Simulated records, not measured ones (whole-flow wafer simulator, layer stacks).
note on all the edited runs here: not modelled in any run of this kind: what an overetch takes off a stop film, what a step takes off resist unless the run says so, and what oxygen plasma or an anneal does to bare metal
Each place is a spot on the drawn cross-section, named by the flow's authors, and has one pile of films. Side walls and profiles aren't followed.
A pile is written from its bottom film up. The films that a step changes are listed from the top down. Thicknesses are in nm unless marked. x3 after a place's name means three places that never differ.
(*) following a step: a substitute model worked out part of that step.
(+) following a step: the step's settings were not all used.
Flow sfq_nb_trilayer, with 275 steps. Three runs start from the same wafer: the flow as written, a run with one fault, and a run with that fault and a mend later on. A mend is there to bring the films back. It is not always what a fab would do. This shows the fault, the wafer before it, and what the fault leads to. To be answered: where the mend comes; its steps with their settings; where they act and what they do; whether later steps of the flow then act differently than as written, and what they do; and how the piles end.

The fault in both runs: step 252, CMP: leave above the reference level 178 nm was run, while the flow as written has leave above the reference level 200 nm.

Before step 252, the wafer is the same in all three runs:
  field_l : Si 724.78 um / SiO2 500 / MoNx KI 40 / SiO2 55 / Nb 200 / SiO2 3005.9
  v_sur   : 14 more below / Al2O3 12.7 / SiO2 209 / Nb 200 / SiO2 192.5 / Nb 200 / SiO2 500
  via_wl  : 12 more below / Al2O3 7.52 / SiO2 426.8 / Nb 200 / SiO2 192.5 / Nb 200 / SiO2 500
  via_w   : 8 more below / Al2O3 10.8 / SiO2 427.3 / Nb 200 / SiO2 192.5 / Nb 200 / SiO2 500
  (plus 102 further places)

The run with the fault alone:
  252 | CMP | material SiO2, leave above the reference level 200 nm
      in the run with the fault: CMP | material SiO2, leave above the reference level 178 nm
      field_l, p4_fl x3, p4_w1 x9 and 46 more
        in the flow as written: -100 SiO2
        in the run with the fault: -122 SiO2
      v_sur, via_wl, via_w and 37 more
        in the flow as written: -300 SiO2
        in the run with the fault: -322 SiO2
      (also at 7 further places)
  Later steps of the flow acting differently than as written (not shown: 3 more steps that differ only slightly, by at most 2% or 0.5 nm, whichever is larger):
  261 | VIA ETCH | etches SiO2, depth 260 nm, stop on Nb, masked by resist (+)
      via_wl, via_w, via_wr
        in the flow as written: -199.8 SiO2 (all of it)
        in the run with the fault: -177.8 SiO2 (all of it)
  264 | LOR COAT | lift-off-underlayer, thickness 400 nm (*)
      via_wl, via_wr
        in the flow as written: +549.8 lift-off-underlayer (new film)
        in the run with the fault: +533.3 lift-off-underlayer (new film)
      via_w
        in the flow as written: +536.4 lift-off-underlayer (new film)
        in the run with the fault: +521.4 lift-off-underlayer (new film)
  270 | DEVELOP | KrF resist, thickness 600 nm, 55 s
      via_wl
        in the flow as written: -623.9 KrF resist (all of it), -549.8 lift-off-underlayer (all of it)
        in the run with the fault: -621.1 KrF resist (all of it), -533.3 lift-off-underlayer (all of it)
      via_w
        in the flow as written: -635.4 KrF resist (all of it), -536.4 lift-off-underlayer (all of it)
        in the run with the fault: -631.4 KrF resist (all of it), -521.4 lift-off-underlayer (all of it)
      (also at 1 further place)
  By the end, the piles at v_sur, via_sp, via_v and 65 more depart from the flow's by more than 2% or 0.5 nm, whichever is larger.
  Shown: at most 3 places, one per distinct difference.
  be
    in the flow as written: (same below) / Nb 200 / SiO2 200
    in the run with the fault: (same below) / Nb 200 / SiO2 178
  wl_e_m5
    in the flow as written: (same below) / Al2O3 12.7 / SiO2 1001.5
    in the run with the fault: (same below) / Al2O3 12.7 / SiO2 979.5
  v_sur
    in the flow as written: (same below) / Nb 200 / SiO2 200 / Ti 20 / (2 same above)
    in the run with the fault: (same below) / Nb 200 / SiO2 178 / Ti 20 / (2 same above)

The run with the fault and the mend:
  The mend stands after step 253.
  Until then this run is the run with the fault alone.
  253a | PECVD | material SiO2, thickness 22 nm, 150 C, 4.889 s, RF power 183.3 W, pressure 2.4 Torr, precursor SiH4/N2O (a further turn of the flow's step 251, with different settings)
      field_l, v_sur, via_wl and 103 more
        +22 SiO2
  Every later step of the flow that is run acts as written at every place that is followed.
  The piles end the same as the flow's at every place that both follow.
